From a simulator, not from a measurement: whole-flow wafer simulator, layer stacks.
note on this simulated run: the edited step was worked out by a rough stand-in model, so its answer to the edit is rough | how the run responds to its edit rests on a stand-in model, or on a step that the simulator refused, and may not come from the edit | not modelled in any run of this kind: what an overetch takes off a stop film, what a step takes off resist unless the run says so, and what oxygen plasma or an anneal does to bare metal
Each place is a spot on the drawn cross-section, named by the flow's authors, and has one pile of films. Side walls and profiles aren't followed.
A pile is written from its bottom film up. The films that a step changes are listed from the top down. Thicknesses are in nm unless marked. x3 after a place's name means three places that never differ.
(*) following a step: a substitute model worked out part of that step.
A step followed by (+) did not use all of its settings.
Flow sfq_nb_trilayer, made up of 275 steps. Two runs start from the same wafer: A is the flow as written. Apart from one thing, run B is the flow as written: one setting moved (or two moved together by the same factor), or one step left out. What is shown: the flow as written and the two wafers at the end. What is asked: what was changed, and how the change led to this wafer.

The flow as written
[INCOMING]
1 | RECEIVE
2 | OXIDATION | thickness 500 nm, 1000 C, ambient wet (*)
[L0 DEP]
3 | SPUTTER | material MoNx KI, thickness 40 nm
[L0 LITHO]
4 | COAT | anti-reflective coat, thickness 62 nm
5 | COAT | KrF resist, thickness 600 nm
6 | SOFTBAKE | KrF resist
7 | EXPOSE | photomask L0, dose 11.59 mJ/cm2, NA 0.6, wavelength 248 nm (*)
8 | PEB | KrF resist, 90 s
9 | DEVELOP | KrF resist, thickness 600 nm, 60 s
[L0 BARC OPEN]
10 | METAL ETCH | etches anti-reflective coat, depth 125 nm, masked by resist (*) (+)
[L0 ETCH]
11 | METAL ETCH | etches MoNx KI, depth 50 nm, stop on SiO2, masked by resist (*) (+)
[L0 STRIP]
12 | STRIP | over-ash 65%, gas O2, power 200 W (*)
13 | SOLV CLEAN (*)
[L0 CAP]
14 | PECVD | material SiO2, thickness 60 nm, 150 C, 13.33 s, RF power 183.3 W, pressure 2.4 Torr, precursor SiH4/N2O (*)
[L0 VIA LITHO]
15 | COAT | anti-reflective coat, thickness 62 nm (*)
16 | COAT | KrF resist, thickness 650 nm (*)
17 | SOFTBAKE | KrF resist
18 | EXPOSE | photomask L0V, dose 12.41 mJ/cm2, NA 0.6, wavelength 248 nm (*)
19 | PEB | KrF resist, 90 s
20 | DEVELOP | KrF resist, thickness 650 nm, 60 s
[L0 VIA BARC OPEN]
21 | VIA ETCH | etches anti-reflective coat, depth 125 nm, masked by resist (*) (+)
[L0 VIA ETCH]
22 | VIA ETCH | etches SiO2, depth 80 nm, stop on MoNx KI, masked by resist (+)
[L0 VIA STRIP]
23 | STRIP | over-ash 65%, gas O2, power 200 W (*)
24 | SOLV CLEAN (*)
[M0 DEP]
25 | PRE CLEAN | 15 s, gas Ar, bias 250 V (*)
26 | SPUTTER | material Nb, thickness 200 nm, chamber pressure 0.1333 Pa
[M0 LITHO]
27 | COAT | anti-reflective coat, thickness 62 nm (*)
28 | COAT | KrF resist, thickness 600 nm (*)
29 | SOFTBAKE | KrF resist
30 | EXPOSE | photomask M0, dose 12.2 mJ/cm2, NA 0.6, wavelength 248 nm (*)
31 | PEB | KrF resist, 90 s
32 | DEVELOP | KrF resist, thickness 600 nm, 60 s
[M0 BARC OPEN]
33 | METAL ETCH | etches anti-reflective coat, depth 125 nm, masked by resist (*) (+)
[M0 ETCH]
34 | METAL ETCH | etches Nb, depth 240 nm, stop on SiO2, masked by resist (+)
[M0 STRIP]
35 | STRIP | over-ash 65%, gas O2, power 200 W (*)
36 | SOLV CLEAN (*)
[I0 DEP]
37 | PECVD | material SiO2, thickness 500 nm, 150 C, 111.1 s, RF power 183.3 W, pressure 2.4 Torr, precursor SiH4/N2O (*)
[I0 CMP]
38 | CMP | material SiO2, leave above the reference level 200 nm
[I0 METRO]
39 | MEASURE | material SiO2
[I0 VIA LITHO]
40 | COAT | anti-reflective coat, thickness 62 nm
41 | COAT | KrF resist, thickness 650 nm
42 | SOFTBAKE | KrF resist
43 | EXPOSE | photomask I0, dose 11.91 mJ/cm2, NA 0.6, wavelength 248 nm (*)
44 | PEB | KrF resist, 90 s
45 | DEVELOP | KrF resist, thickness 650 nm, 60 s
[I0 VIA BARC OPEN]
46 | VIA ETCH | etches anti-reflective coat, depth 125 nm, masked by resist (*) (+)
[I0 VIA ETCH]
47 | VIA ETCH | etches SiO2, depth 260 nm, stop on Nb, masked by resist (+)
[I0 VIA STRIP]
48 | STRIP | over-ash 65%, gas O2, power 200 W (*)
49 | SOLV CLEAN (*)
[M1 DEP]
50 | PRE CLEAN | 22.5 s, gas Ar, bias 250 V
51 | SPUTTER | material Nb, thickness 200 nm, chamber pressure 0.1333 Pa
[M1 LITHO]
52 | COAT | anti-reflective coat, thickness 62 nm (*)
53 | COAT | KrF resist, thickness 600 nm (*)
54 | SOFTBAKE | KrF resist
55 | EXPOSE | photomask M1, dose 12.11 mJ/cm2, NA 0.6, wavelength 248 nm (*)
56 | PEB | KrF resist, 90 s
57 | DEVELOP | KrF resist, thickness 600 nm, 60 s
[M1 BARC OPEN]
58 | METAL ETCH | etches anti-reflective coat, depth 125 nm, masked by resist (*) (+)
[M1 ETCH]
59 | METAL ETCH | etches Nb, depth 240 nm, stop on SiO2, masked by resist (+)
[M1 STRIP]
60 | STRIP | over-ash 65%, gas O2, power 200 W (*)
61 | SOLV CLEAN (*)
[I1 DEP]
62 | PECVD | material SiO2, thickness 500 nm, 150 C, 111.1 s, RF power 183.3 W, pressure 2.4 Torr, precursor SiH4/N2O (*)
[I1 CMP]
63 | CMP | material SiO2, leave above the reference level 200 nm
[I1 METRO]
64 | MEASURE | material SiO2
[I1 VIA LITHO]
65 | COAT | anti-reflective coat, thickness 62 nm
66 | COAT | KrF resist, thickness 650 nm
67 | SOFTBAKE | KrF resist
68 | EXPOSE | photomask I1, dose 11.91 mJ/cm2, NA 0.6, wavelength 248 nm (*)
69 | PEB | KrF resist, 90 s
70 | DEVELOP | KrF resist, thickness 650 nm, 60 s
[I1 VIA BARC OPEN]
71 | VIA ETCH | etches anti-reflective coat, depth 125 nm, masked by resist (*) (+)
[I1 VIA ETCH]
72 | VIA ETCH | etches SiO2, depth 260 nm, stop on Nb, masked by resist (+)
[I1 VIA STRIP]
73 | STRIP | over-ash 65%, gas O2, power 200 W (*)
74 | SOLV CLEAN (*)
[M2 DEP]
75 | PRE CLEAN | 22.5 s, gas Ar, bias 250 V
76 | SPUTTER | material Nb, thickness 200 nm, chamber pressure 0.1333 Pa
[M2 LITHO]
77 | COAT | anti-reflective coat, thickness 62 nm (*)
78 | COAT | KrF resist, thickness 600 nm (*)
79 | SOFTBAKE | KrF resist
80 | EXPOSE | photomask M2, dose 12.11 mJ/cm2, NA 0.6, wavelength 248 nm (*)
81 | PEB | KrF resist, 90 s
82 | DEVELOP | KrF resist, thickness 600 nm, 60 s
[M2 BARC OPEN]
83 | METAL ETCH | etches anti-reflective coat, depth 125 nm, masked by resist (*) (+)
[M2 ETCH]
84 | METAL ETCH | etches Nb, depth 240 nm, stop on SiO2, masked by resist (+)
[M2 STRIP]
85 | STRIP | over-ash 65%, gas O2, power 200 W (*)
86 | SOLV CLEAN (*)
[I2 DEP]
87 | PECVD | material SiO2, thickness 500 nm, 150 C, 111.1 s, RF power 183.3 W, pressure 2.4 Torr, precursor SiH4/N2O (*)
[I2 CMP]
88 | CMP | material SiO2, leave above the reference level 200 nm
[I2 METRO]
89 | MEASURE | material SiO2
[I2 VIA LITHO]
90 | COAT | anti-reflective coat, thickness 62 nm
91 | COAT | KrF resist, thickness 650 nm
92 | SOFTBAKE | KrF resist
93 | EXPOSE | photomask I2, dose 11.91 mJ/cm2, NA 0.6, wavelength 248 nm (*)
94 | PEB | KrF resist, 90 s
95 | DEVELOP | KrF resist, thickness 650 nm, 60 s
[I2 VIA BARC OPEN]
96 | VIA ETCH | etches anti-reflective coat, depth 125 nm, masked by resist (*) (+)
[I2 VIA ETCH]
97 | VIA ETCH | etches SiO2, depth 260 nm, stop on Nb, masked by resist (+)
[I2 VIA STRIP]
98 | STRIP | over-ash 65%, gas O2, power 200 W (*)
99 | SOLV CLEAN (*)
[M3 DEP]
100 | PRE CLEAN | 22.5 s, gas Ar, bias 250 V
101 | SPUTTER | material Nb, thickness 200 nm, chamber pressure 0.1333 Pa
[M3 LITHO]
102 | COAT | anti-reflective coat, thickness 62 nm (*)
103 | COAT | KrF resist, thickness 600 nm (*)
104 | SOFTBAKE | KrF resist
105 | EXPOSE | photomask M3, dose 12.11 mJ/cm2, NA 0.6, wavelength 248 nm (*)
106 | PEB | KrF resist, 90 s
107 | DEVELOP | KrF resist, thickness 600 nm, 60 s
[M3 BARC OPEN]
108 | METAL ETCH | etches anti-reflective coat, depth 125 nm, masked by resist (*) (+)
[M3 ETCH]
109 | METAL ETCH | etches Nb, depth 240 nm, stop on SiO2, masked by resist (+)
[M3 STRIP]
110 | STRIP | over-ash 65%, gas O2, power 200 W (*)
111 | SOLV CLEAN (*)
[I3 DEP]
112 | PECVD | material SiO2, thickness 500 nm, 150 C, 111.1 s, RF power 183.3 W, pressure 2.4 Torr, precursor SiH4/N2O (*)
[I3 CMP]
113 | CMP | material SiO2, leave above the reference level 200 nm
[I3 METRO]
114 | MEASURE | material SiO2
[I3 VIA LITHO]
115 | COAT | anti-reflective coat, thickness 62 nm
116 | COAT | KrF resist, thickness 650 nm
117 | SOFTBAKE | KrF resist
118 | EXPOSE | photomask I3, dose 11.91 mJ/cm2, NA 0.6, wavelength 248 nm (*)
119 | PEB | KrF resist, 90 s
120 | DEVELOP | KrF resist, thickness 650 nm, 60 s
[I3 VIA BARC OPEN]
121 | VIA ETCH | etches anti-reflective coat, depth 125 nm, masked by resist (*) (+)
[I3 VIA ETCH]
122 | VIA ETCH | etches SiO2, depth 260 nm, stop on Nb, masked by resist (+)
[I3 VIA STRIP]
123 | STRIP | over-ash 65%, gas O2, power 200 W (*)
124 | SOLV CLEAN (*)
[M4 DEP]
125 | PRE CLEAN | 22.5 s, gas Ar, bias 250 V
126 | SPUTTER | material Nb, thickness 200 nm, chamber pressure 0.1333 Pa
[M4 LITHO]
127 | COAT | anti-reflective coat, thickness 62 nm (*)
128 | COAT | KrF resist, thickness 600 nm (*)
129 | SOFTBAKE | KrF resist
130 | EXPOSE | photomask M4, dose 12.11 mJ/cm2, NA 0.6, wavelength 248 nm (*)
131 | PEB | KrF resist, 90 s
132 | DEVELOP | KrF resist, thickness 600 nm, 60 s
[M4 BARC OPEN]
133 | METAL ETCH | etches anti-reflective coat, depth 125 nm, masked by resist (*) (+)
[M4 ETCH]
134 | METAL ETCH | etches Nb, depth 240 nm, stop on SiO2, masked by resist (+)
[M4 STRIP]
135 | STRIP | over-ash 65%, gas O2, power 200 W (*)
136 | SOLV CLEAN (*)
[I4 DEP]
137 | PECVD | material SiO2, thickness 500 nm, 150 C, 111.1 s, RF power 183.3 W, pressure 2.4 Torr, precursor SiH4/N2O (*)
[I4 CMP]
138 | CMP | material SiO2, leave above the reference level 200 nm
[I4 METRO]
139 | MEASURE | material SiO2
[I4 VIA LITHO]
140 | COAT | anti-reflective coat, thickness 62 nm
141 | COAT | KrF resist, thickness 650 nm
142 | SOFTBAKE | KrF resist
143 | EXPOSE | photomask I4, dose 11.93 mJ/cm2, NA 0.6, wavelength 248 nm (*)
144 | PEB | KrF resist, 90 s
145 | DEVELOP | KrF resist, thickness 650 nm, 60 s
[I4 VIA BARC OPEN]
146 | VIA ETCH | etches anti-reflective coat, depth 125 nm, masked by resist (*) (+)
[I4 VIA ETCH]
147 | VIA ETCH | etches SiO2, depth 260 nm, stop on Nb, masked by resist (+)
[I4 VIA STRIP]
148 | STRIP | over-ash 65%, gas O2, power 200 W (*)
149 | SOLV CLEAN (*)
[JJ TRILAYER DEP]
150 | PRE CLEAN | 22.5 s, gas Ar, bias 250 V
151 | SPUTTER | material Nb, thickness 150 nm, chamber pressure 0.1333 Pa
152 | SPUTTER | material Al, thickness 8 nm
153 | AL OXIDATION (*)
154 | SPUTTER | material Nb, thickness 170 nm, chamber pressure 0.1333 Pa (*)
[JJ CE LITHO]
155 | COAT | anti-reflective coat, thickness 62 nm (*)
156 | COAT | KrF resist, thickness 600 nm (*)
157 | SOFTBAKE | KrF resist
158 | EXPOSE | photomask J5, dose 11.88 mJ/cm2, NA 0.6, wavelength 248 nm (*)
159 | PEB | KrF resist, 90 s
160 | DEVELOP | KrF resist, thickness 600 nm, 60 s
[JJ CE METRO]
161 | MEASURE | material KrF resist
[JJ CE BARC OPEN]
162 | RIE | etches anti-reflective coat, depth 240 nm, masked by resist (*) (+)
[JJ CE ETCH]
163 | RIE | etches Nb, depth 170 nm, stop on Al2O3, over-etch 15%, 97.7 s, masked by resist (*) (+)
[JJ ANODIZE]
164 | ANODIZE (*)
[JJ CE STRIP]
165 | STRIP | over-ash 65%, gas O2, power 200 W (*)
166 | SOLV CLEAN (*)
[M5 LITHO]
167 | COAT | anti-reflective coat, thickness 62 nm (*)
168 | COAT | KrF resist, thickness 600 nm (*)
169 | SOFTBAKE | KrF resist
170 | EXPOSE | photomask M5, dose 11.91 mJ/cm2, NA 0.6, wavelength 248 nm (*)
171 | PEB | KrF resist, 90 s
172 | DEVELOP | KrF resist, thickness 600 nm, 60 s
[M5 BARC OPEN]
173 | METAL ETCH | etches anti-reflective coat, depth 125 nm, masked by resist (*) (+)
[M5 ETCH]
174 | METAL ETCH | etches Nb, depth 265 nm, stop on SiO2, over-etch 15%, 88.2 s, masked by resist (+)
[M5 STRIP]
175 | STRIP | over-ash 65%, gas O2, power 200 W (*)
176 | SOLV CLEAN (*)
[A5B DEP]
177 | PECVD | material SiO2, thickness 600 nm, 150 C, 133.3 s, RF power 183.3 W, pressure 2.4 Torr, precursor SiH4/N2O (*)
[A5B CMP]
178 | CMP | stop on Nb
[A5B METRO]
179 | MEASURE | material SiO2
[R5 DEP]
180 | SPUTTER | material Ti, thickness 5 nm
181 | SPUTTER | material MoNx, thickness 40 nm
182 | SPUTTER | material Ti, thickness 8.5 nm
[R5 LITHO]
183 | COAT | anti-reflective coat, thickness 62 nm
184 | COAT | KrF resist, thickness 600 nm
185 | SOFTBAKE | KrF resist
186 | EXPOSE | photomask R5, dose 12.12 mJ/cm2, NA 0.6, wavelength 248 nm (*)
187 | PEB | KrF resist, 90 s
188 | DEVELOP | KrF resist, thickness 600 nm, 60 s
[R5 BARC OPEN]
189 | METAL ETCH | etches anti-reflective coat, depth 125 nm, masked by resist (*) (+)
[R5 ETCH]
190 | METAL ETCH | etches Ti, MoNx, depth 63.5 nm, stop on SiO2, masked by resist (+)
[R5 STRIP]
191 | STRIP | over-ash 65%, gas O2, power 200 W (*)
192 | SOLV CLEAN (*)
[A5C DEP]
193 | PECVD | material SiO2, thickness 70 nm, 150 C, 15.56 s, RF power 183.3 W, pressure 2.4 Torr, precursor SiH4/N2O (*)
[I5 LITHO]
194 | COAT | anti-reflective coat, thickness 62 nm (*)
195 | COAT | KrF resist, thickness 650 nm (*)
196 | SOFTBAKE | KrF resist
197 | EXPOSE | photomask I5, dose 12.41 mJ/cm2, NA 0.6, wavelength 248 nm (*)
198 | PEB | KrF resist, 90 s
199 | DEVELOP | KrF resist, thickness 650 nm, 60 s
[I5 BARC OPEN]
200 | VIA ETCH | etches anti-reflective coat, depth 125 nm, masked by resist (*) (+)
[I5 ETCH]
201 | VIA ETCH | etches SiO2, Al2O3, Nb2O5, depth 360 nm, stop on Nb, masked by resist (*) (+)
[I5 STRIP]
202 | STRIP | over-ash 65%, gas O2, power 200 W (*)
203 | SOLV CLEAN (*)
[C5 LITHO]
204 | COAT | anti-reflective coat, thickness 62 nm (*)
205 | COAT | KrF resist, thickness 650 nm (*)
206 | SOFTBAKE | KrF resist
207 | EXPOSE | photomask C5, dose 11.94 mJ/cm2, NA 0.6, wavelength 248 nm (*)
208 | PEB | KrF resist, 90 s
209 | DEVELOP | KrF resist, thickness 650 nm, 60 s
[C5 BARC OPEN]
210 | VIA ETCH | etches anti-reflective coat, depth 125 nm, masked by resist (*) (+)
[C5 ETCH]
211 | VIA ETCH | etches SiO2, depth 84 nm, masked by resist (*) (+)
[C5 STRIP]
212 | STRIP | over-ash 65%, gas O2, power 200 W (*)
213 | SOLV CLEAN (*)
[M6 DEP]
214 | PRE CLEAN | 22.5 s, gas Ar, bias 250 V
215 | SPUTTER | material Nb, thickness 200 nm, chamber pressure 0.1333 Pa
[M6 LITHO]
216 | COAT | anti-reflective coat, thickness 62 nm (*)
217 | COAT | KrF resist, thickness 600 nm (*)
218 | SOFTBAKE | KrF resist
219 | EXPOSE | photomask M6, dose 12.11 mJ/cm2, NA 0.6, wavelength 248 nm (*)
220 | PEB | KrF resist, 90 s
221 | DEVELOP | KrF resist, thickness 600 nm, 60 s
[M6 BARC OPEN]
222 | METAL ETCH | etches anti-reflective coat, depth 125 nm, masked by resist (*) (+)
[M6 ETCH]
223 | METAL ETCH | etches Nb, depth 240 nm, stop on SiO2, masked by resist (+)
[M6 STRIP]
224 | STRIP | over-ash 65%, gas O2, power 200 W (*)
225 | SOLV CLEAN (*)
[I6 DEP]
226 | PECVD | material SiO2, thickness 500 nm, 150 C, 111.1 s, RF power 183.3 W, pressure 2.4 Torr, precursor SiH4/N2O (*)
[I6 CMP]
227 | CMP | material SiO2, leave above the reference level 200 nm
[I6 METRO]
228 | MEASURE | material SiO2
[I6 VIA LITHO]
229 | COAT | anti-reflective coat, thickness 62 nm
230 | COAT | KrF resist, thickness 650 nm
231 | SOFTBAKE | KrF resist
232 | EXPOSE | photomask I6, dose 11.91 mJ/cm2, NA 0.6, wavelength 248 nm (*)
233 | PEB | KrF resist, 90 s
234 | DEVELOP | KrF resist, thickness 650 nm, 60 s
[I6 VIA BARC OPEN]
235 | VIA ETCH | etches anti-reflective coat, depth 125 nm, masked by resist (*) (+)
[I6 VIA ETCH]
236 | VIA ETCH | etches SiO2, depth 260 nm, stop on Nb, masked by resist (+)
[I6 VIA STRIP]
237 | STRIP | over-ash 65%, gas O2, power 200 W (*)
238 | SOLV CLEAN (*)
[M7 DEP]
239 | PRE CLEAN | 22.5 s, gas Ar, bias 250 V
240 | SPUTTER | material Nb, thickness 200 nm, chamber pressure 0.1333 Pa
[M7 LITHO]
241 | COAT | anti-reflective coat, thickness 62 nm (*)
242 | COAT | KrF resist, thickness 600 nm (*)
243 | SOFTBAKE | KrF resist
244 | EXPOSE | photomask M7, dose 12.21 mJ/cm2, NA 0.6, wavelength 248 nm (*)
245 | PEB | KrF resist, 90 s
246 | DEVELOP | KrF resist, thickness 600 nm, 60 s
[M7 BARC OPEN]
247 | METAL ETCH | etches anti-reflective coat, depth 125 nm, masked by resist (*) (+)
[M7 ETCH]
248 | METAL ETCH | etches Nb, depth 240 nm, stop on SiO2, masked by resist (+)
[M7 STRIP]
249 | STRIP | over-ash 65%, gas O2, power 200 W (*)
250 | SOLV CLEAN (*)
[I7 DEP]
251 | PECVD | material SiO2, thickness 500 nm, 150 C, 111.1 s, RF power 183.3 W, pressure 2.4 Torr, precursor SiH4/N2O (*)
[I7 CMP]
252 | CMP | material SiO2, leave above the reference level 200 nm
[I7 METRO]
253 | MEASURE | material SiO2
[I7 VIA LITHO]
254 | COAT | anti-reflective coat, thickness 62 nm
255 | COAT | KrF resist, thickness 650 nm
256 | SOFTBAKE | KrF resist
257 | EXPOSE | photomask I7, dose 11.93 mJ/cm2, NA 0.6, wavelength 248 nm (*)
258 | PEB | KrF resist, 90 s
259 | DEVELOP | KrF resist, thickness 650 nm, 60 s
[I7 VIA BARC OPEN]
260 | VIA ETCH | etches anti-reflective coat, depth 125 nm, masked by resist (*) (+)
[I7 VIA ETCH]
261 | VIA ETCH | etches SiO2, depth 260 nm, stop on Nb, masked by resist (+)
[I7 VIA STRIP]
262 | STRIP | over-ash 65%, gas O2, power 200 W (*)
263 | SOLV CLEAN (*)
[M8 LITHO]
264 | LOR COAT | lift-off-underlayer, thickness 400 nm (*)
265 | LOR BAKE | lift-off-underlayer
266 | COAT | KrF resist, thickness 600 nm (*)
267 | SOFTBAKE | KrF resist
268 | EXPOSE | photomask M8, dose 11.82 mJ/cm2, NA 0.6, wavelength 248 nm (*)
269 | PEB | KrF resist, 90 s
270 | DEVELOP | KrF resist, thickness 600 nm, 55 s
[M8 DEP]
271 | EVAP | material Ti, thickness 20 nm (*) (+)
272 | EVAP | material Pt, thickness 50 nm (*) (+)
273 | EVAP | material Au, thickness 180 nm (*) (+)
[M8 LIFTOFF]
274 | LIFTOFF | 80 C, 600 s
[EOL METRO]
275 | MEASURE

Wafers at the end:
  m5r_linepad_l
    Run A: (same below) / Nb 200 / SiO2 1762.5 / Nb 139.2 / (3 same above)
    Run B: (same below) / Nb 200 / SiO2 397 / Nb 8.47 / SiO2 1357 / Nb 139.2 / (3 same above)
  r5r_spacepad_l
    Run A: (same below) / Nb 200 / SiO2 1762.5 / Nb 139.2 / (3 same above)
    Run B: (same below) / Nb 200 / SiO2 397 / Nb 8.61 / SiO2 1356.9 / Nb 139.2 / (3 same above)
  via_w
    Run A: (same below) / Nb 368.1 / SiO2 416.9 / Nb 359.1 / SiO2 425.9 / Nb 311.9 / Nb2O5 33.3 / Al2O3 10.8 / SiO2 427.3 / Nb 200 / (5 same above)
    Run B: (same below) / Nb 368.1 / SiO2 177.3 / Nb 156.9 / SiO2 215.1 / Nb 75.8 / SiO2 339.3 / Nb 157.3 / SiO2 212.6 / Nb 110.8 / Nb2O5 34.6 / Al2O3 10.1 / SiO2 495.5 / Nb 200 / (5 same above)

What caused this: step 62, PECVD: thickness 212 nm was run, whereas the flow has thickness 500 nm; step 62, PECVD: 47.22 s was run, where the flow has 111.1 s.

Step by step, how the change led to this:
  62 | PECVD | material SiO2, thickness 500 nm, 150 C, 111.1 s, RF power 183.3 W, pressure 2.4 Torr, precursor SiH4/N2O (*)
      field_l, be, be_sur and 72 more: A SiO2 gains 500 | B SiO2 gains 212
      v_sur, via_wl, via_wr and 20 more: A SiO2 gains 500 (new film) | B SiO2 gains 212 (new film)
      (as well as at 8 more places)
  63 | CMP | material SiO2, leave above the reference level 200 nm
      field_l, be, be_sur and 72 more: A SiO2 loses 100 | B nothing
      lsp_m, ln_m6, lsp_r, l0_sur, l0v: A SiO2 loses 94.9 | B nothing
      (as well as at 26 more places)
  65 | COAT | anti-reflective coat, thickness 62 nm
      gap, r_sur, res, p3_l3, p3_l5, p3_l6: A anti-reflective coat gains 62 (new film) | B anti-reflective coat gains 64.1 (new film)
      jj_sur, be_r, p3_l2, p3_s2: A anti-reflective coat gains 62 (new film) | B anti-reflective coat gains 64.2 (new film)
      (as well as at 81 more places)
  66 | COAT | KrF resist, thickness 650 nm
      m0r_line_l, m6r_line_l, m7r_line_l: A KrF resist gains 650 (new film) | B KrF resist gains 685.4 (new film)
      m0r_space_l, m6r_space_l, m7r_space_l: A KrF resist gains 650 (new film) | B KrF resist gains 675.6 (new film)
      (as well as at 68 more places)
  70 | DEVELOP | KrF resist, thickness 650 nm, 60 s
      via_v: A KrF resist loses 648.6 (all of it) | B KrF resist loses 581.4 (all of it)
  71 | VIA ETCH | etches anti-reflective coat, depth 125 nm, masked by resist (*) (+)
      field_l, v_sur, via_wl and 102 more: A KrF resist loses 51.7 | B KrF resist loses 39.4
      via_v: A anti-reflective coat loses 62 (all of it), SiO2 loses 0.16 | B anti-reflective coat loses 47.2 (all of it), SiO2 loses 0.12
  73 | STRIP | over-ash 65%, gas O2, power 200 W (*)
      m0r_line_l, m6r_line_l, m7r_line_l: A KrF resist loses 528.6 (all of it), anti-reflective coat loses 62 (all of it) | B KrF resist loses 576.3 (all of it), anti-reflective coat loses 61.8 (all of it)
      m0r_space_l, m6r_space_l, m7r_space_l: A KrF resist loses 528.6 (all of it), anti-reflective coat loses 62 (all of it) | B KrF resist loses 566.4 (all of it), anti-reflective coat loses 81 (all of it)
      (as well as at 99 more places)
  76 | SPUTTER | material Nb, thickness 200 nm, chamber pressure 0.1333 Pa
      lsp_m, ln_m6, lsp_r, l0_sur, l0v: A Nb gains 200 (new film) | B Nb gains 194.8 (new film)
      be, lsp_l: A Nb gains 200 (new film) | B Nb gains 182.9 (new film)
      (as well as at 1 more place)
  77 | COAT | anti-reflective coat, thickness 62 nm (*)
      m0r_space_l, m0r_space_r, m6r_space_l, m6r_space_r, m7r_space_l, m7r_space_r: A anti-reflective coat gains 62 (new film) | B anti-reflective coat gains 81.2 (new film)
      p3_l3, p3_s4, p3_l5, p3_l6: A anti-reflective coat gains 62 (new film) | B anti-reflective coat gains 64.1 (new film)
      (as well as at 80 more places)
  78 | COAT | KrF resist, thickness 600 nm (*)
      m0r_line_l, m0r_line_r, m6r_line_l, m6r_line_r, m7r_line_l, m7r_line_r: A KrF resist gains 600 (new film) | B KrF resist gains 634.5 (new film)
      m0r_space_l, m0r_space_r, m6r_space_l, m6r_space_r, m7r_space_l, m7r_space_r: A KrF resist gains 600 (new film) | B KrF resist gains 625.1 (new film)
      (as well as at 64 more places)
  82 | DEVELOP | KrF resist, thickness 600 nm, 60 s
      m0r_line_l, m0r_line_r, m6r_line_l, m6r_line_r, m7r_line_l, m7r_line_r: A KrF resist loses 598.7 (all of it) | B KrF resist loses 633.2 (all of it)
      m0r_space_l, m0r_space_r, m6r_space_l, m6r_space_r, m7r_space_l, m7r_space_r: A KrF resist loses 598.7 (all of it) | B KrF resist loses 623.8 (all of it)
      (as well as at 42 more places)
  83 | METAL ETCH | etches anti-reflective coat, depth 125 nm, masked by resist (*) (+)
      m5r_linepad_l, m5r_linepad_r, r5r_spacepad_l, r5r_spacepad_r, m8r_pad_l, m8r_pad_r: A anti-reflective coat loses 62 (all of it) | B anti-reflective coat loses 125
      v_sur, via_wl, via_w and 19 more: A KrF resist loses 51.7 | B KrF resist loses 69.4
      (as well as at 62 more places)
  84 | METAL ETCH | etches Nb, depth 240 nm, stop on SiO2, masked by resist (+)
      m5r_linepad_l, m5r_linepad_r: A Nb loses 200 (all of it) | B anti-reflective coat loses 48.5 (all of it), Nb loses 191.5
      r5r_spacepad_l, r5r_spacepad_r: A Nb loses 200 (all of it) | B anti-reflective coat loses 48.6 (all of it), Nb loses 191.4
      (as well as at 9 more places)
  85 | STRIP | over-ash 65%, gas O2, power 200 W (*)
      v_sur: A KrF resist loses 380 (all of it), anti-reflective coat loses 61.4 (all of it) | B KrF resist loses 267.4 (all of it), anti-reflective coat loses 37.8 (all of it)
      via_wl: A KrF resist loses 379.5 (all of it), anti-reflective coat loses 61.3 (all of it) | B KrF resist loses 277.5 (all of it), anti-reflective coat loses 31.5 (all of it)
      (as well as at 20 more places)
  87 | PECVD | material SiO2, thickness 500 nm, 150 C, 111.1 s, RF power 183.3 W, pressure 2.4 Torr, precursor SiH4/N2O (*)
      m5r_linepad_l, m5r_linepad_r, r5r_spacepad_l, r5r_spacepad_r: A SiO2 gains 500 | B SiO2 gains 500 (new film)
      wl_d_sl, wl_d_sr: A SiO2 gains 500 | B SiO2 gains 545.1
      (as well as at 1 more place)
  88 | CMP | material SiO2, leave above the reference level 200 nm
      field_l, be, be_sur and 79 more: A SiO2 loses 100 | B nothing
      via_w: A SiO2 loses 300 | B SiO2 loses 157.1
  ... another 42 steps ...
  178 | CMP | stop on Nb
      via_w: A SiO2 loses 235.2 | B SiO2 loses 226.5
With metal films that touch counted as one body, m5r_linepad_l has 3 bodies (between them, from the top down: SiO2 1357; SiO2 397); the flow as written gives 2 bodies (between them, from the top down: SiO2 1762.5).
With metal films that touch counted as one body, r5r_spacepad_l has 3 bodies (between them, from the top down: SiO2 1356.9; SiO2 397); the flow as written gives 2 bodies (between them, from the top down: SiO2 1762.5).
With metal films that touch counted as one body, via_w has 7 bodies (between them, from the top down: SiO2 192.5; SiO2 495.5 / Al2O3 10.1 / Nb2O5 34.6; SiO2 212.6; SiO2 339.3; SiO2 215.1; SiO2 177.3); the flow as written gives 5 bodies (between them, from the top down: SiO2 192.5; SiO2 427.3 / Al2O3 10.8 / Nb2O5 33.3; SiO2 425.9; SiO2 416.9).
